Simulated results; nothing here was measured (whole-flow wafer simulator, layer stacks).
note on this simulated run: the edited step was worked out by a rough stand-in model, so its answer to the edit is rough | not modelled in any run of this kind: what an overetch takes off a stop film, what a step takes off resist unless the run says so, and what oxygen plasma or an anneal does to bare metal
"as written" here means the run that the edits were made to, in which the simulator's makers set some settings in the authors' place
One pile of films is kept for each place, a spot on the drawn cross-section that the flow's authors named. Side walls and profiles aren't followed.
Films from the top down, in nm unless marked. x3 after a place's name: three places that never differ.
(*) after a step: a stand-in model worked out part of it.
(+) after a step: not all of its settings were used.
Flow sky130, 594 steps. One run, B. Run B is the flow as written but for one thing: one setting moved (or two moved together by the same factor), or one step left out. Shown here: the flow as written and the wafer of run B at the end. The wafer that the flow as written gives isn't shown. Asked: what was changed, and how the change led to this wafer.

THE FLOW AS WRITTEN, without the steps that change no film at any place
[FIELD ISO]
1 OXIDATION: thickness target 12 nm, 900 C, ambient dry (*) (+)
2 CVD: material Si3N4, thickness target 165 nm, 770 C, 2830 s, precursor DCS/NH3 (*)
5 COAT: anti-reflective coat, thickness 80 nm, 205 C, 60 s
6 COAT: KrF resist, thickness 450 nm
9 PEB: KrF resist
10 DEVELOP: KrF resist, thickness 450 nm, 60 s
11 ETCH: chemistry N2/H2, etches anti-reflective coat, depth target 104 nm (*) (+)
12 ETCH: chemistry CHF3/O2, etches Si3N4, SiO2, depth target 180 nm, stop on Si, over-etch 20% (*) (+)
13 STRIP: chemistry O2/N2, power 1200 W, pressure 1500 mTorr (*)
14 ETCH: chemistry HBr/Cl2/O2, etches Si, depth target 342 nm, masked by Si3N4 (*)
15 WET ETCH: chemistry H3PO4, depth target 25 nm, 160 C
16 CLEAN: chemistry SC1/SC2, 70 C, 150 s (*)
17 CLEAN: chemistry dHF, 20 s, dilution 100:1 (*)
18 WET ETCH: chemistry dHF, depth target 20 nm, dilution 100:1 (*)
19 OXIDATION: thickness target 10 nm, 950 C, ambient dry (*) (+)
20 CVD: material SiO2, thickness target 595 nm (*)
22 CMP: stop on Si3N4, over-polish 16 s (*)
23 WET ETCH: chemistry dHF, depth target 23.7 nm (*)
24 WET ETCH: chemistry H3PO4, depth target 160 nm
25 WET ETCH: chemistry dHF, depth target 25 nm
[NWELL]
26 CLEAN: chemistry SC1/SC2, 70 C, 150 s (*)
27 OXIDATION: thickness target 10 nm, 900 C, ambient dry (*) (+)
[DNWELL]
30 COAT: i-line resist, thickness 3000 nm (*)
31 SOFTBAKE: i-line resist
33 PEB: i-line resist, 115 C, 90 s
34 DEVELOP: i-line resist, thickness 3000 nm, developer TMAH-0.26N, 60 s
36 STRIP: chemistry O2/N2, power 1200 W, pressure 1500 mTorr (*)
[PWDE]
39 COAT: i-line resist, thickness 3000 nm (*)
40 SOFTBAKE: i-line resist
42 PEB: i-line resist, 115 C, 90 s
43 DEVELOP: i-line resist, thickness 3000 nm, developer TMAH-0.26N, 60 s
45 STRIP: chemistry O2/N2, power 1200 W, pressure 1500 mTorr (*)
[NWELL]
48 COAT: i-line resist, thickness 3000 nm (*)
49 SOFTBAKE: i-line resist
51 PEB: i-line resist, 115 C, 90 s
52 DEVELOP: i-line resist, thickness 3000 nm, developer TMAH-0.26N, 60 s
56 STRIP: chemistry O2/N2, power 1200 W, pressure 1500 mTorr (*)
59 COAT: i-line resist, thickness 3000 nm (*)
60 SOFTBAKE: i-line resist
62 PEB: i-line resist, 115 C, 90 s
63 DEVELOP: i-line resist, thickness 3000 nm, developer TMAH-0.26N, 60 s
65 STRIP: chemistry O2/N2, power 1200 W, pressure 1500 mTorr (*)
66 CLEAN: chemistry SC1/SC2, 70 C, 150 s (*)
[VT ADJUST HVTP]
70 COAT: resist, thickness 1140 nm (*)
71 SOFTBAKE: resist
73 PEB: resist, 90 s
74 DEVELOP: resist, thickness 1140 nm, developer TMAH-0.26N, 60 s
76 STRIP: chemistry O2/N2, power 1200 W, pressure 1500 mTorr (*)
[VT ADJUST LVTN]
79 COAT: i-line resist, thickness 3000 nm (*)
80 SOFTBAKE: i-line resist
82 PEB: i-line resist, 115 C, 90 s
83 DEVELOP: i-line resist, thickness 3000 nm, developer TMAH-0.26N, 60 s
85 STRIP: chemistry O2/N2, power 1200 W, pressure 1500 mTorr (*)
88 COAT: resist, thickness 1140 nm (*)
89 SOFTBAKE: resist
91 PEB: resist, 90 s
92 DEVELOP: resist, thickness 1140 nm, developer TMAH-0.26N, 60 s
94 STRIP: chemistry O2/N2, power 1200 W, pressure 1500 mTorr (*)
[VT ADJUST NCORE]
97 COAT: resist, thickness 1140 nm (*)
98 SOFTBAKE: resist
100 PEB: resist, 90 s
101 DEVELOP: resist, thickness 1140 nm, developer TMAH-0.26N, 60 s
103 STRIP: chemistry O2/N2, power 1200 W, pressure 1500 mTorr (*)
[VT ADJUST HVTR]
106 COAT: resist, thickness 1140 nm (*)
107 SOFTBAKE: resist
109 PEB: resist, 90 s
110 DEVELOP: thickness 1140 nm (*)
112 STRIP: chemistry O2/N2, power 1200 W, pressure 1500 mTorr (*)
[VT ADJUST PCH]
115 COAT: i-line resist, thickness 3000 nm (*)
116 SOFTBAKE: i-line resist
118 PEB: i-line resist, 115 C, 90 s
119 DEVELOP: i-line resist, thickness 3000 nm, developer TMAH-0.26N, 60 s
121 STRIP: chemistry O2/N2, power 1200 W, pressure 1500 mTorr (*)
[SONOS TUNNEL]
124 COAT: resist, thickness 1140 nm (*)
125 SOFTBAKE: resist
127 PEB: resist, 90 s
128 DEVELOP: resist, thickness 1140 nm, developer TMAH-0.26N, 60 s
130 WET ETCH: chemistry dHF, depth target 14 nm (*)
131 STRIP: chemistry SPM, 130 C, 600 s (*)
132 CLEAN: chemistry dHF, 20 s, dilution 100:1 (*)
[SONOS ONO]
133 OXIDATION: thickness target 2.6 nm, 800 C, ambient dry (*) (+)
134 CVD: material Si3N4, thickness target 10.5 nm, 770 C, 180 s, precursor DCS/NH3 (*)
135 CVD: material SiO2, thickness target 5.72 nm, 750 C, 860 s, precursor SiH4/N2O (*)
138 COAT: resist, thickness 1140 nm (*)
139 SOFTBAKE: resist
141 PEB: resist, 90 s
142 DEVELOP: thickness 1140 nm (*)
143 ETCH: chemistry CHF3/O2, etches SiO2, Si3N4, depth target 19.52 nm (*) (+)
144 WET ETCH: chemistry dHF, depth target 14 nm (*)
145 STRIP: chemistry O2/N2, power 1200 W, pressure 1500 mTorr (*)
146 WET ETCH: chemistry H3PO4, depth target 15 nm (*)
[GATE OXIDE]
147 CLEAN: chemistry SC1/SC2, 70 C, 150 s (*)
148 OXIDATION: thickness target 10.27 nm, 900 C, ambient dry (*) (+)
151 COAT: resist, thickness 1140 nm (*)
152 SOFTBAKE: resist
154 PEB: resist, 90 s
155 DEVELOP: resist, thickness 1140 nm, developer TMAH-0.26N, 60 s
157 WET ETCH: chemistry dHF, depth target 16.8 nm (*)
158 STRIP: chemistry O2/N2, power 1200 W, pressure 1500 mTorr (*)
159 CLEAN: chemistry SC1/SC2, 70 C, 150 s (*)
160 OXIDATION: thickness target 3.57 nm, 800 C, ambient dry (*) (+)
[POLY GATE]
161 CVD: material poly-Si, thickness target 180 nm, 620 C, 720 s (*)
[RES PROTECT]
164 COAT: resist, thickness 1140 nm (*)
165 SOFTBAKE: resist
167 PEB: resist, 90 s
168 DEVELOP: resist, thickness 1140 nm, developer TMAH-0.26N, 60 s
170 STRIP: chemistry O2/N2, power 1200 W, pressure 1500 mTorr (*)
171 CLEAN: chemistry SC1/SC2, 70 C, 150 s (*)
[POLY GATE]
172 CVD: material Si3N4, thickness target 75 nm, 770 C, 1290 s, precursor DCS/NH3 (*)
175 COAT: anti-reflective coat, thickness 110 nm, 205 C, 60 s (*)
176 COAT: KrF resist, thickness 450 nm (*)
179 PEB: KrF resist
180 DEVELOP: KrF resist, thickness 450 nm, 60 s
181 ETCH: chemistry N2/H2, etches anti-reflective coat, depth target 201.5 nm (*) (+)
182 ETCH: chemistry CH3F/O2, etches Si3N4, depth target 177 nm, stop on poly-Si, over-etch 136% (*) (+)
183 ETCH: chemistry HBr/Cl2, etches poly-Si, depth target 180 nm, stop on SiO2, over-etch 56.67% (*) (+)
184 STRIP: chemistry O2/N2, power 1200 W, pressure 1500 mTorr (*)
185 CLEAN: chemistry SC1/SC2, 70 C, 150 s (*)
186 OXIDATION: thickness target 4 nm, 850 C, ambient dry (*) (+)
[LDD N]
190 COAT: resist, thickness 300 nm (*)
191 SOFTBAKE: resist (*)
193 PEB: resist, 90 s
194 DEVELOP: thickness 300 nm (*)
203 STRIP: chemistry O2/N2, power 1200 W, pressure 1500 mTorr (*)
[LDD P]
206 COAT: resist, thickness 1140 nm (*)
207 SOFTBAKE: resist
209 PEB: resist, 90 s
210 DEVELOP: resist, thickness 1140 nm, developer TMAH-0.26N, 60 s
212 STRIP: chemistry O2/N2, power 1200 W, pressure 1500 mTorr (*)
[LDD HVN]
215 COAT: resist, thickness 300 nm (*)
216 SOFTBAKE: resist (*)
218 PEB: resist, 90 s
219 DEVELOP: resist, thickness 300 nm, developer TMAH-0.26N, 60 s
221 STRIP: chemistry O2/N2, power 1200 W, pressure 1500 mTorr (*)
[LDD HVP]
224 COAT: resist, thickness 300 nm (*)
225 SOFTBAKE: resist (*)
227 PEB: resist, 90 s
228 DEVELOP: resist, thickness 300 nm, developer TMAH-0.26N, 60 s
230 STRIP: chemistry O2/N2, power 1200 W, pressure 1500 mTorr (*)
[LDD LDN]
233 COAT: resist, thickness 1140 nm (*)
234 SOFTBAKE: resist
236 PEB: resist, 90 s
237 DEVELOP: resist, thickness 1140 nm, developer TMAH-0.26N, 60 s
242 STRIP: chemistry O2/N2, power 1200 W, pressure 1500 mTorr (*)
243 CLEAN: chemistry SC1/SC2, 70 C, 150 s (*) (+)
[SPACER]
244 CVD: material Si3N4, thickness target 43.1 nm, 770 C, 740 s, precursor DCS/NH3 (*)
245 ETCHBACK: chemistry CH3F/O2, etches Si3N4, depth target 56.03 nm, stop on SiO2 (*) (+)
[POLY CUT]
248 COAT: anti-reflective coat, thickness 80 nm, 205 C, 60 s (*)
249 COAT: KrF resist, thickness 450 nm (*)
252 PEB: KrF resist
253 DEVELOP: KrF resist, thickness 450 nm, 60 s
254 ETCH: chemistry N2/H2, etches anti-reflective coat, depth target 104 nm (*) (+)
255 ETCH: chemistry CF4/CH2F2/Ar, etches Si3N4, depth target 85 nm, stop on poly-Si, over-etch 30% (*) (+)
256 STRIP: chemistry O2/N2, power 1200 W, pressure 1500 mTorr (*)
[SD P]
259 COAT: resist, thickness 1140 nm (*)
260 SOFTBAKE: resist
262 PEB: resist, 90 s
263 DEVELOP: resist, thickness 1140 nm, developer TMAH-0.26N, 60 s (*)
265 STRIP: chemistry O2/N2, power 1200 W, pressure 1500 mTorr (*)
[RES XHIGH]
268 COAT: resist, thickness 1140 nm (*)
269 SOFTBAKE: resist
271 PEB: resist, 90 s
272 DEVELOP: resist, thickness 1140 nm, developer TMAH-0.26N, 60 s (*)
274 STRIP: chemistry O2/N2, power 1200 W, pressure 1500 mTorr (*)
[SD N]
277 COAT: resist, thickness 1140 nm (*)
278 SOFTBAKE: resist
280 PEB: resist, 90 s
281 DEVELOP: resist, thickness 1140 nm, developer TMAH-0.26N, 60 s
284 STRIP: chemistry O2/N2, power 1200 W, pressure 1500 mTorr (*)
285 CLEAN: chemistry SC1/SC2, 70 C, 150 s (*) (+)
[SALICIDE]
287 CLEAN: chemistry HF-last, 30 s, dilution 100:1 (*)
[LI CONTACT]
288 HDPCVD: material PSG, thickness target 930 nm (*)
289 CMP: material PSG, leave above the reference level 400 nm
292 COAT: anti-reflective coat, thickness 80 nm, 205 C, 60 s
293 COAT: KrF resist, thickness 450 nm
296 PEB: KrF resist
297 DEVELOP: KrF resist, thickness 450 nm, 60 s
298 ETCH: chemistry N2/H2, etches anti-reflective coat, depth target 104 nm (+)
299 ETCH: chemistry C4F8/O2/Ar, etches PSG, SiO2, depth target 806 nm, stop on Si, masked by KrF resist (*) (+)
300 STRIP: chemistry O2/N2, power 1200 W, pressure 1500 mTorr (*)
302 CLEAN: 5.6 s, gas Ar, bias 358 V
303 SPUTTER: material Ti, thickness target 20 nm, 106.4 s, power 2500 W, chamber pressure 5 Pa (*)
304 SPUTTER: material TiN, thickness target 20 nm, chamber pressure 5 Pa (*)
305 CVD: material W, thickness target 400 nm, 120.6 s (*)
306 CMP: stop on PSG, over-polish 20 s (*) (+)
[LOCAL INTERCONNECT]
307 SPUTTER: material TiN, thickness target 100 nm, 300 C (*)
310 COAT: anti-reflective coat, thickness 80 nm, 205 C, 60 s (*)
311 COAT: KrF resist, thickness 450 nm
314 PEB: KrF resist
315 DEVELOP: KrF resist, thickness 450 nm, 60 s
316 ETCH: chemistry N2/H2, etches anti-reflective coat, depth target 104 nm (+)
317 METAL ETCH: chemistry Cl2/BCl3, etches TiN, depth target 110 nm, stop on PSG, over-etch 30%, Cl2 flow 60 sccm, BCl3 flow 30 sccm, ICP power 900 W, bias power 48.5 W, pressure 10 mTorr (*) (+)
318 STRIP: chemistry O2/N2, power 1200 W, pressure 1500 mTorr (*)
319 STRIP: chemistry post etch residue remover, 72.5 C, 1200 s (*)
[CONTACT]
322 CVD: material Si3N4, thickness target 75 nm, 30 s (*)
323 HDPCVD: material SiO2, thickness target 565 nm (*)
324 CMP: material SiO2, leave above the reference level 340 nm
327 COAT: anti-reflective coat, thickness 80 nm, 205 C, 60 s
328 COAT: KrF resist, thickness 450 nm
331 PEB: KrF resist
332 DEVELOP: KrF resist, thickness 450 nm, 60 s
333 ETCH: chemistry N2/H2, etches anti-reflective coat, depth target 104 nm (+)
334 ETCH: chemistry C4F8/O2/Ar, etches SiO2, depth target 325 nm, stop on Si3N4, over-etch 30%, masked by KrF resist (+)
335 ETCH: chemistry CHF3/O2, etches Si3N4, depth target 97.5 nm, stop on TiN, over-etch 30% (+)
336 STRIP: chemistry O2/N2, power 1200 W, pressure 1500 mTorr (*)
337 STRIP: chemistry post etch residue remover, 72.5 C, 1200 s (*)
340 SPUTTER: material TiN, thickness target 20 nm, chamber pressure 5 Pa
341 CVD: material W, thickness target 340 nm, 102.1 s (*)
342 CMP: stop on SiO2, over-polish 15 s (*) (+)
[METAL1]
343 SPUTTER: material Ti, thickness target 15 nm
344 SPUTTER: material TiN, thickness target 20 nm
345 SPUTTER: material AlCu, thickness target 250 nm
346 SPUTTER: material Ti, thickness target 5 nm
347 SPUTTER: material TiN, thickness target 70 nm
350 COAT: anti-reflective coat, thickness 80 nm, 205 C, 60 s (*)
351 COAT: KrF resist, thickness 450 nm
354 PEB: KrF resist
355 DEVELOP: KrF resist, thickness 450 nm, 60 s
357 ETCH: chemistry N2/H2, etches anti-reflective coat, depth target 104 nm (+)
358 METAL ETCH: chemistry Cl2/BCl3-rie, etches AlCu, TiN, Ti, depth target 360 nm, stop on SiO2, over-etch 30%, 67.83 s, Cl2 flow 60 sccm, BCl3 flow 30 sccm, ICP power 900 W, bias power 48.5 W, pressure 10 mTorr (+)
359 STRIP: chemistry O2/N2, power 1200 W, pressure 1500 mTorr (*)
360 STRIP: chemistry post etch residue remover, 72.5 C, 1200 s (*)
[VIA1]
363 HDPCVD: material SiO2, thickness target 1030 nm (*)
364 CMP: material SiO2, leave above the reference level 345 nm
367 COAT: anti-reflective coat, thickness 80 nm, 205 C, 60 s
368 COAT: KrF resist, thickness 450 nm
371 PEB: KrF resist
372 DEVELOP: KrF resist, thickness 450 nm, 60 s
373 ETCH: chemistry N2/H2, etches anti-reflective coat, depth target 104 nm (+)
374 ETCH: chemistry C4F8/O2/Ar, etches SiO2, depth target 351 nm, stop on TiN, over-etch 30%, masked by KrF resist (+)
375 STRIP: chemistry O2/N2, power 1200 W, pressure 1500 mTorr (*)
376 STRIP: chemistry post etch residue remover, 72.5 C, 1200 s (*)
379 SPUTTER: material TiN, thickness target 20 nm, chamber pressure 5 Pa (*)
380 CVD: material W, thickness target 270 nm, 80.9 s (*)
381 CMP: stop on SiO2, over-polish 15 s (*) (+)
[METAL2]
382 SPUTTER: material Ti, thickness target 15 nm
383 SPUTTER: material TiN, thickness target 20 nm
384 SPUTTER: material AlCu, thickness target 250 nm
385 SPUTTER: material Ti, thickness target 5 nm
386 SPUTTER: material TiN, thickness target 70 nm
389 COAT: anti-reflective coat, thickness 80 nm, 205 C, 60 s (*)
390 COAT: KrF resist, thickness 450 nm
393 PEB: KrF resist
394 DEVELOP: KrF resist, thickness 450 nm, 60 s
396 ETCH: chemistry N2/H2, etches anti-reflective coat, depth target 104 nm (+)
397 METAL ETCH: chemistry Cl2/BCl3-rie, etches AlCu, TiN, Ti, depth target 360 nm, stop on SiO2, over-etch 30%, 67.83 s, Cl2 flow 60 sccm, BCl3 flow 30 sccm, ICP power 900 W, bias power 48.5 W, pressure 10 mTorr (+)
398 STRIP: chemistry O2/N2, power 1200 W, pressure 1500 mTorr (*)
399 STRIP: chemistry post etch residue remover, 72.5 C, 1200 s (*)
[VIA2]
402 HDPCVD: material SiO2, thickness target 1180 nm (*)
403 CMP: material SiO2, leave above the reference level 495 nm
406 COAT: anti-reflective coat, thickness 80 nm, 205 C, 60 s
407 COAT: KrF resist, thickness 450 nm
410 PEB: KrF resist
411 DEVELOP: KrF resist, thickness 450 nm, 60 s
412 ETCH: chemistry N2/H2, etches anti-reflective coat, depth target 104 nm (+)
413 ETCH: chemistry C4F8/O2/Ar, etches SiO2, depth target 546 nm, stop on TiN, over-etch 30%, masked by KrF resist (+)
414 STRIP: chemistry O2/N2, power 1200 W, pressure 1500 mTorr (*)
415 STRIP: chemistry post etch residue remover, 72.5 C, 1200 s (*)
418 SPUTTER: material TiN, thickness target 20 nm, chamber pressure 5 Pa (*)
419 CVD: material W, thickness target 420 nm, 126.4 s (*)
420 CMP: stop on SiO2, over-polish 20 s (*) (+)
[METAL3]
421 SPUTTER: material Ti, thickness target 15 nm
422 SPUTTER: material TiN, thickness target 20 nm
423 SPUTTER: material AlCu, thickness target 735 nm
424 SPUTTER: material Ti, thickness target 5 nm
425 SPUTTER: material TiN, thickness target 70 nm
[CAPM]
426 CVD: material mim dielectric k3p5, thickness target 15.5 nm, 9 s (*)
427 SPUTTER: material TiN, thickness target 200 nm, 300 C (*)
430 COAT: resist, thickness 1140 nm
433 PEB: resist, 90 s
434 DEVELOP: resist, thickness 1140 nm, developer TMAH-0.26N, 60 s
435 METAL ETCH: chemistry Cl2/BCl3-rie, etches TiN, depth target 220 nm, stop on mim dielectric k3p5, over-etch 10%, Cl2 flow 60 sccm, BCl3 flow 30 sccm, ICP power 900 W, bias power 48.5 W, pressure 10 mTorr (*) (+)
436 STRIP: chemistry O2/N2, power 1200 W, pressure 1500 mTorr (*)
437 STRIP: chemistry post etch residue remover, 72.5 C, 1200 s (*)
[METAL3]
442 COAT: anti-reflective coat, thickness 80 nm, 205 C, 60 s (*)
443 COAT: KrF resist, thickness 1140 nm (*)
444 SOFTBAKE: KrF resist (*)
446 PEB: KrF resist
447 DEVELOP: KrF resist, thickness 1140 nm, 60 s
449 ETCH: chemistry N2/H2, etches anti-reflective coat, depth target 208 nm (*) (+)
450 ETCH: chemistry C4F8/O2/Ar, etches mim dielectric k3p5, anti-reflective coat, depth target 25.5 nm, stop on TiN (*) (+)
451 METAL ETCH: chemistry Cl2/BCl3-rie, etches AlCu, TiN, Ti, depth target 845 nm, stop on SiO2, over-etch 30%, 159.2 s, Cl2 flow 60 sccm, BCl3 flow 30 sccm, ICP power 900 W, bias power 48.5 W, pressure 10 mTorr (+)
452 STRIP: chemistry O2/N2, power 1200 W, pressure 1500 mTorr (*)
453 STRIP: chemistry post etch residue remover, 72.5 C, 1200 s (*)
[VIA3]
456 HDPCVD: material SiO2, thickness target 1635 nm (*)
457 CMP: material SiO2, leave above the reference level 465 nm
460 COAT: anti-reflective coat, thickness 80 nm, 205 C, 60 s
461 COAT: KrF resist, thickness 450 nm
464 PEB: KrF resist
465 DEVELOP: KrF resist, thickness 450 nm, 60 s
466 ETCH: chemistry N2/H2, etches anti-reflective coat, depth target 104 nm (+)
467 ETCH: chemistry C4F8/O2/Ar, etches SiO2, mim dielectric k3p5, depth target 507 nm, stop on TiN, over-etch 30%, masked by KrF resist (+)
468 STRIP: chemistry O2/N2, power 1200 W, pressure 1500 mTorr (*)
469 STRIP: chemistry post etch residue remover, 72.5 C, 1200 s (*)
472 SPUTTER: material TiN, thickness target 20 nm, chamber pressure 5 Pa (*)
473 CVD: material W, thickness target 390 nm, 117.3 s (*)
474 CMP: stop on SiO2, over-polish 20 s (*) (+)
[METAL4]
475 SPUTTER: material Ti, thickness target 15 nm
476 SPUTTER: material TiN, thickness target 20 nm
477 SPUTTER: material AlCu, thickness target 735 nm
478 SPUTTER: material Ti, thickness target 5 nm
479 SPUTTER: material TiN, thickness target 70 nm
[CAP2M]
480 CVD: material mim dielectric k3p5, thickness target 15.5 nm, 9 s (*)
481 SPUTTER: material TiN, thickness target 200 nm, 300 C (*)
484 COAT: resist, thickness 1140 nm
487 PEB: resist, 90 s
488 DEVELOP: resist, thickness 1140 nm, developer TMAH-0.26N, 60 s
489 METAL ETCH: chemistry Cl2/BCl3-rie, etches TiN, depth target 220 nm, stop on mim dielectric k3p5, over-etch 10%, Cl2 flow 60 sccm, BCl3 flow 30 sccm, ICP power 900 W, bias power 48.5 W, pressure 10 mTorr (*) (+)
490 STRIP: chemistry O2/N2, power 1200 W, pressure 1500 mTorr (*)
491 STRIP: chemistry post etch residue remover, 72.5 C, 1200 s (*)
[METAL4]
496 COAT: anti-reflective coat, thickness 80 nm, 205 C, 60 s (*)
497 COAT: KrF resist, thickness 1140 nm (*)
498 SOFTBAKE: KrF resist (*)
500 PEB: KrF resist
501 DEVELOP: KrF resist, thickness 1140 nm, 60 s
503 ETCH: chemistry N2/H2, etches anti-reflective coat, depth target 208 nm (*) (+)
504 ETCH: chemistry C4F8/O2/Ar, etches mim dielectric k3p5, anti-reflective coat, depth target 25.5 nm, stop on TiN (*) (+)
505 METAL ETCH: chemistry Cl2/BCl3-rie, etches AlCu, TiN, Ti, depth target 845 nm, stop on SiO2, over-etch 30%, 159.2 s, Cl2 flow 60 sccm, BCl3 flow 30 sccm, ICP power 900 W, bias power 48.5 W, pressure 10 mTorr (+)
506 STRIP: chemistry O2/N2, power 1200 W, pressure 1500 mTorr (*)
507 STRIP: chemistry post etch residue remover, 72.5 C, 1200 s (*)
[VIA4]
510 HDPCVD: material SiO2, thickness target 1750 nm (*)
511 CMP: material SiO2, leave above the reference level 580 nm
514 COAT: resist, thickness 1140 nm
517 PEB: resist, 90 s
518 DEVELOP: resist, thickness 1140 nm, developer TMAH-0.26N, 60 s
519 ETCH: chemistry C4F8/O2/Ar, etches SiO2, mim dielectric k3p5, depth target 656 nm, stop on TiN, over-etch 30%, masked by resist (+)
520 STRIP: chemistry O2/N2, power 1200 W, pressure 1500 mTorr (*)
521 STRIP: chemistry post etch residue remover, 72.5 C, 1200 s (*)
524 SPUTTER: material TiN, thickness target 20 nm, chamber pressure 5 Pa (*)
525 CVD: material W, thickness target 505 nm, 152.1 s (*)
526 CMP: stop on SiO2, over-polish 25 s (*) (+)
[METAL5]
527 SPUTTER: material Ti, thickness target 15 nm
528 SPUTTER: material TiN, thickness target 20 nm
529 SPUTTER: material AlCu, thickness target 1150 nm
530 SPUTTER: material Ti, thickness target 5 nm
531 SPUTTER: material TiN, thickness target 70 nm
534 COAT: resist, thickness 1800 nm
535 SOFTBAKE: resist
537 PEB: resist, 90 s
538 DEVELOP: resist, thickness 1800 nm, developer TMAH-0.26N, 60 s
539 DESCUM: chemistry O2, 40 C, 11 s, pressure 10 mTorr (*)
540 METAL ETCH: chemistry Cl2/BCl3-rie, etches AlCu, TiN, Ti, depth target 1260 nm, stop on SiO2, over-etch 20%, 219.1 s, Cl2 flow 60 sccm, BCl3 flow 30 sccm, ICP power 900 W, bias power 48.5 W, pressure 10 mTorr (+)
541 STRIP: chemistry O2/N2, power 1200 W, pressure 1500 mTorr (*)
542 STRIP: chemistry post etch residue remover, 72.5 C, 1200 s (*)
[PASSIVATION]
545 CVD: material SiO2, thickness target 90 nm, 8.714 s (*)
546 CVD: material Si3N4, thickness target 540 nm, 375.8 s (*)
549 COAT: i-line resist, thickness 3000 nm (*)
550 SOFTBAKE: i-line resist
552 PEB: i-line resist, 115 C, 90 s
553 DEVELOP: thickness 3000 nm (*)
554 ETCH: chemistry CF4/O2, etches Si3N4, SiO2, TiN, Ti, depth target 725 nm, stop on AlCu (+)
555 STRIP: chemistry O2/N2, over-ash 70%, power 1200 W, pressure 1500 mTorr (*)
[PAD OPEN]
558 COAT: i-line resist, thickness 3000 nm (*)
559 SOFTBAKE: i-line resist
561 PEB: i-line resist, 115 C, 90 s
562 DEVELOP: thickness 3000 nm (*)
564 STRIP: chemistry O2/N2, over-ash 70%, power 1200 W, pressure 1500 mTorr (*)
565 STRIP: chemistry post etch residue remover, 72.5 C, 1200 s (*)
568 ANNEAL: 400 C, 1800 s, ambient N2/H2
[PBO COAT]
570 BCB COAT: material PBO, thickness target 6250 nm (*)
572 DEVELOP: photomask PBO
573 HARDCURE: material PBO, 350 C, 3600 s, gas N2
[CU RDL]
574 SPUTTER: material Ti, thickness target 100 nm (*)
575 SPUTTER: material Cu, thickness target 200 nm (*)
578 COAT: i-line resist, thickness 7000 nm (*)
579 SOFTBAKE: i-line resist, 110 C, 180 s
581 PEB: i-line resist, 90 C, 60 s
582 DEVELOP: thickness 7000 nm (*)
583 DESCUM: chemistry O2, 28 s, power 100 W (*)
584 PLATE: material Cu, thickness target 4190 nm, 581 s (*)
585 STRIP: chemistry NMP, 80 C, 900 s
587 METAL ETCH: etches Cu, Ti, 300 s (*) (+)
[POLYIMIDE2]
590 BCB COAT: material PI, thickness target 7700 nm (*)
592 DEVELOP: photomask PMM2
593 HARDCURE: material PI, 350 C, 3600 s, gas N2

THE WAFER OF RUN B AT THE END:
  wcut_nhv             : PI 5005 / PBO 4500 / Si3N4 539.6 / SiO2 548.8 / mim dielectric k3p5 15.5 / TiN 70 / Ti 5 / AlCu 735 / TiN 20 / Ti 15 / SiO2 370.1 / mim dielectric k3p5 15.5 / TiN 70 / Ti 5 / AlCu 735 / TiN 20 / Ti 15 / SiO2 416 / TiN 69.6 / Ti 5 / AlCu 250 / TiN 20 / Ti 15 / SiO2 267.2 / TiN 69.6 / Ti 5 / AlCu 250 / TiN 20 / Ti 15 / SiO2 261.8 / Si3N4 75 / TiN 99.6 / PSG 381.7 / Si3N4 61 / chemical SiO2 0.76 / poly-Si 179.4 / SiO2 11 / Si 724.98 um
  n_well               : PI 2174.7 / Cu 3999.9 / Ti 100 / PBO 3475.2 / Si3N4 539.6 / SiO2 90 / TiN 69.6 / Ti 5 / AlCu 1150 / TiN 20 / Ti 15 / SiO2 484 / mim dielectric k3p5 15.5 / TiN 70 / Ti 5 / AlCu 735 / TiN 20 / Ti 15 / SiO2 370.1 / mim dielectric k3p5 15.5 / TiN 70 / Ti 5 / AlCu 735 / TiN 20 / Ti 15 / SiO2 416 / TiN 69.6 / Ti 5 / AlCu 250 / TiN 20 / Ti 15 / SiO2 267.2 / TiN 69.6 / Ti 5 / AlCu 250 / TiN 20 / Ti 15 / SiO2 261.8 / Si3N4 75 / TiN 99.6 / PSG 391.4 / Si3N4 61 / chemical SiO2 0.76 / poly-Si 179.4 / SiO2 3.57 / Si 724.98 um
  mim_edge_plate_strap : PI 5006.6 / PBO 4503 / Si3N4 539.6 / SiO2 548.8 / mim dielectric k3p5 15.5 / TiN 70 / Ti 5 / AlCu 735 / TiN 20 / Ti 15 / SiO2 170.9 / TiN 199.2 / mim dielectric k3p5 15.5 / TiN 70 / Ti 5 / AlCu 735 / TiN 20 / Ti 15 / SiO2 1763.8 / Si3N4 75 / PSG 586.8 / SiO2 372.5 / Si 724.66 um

The cause: step 570, BCB COAT: thickness target 5625 nm was run, where the flow has thickness target 6250 nm.

How the change led to this, step by step:
  570 BCB COAT: material PBO, thickness target 6250 nm (*)
      dice_street, vpp_sp, vpp_ln and 71 more: PBO +5625 (new film) (as written it would be: PBO +6250 (new film))
      gate_lvt_sd, gate_p_sd, active_p and 8 more: PBO +5632.3 (new film) (as written it would be: PBO +6257.1 (new film))
      (and at 108 more places)
  572 DEVELOP: photomask PBO
      pad: PBO -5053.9 (all of it) (as written it would be: PBO -5678.7 (all of it))
  573 HARDCURE: material PBO, 350 C, 3600 s, gas N2
      dice_street, vpp_sp, vpp_ln and 71 more: PBO -1125 (as written it would be: PBO -1250)
      vpp_tail, gate_hv_sd, active_hv5, spacer_hv5, gate_p_g5v0_sd, active_p_g5v0, spacer_p_g5v0, field_nw_hv: PBO -1126.4 (as written it would be: PBO -1251.4)
      (and at 110 more places)
  578 COAT: i-line resist, thickness 7000 nm (*)
      pad: i-line resist +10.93 um (new film) (as written it would be: i-line resist +11.43 um (new film))
  579 SOFTBAKE: i-line resist, 110 C, 180 s
      varactor_hvt: i-line resist +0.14 (as written it would be: i-line resist -0.5)
      gate_lvt: i-line resist +0.54 (as written it would be: i-line resist -0.25)
      (and at 56 more places)
  582 DEVELOP: thickness 7000 nm (*)
      pad: i-line resist -10.93 um (all of it) (as written it would be: i-line resist -11.43 um (all of it))
  590 BCB COAT: material PI, thickness target 7700 nm (*)
      pad: PI +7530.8 (new film) (as written it would be: PI +8030.8 (new film))
  592 DEVELOP: photomask PMM2
      pad: PI -7530.8 (all of it) (as written it would be: PI -8030.8 (all of it))
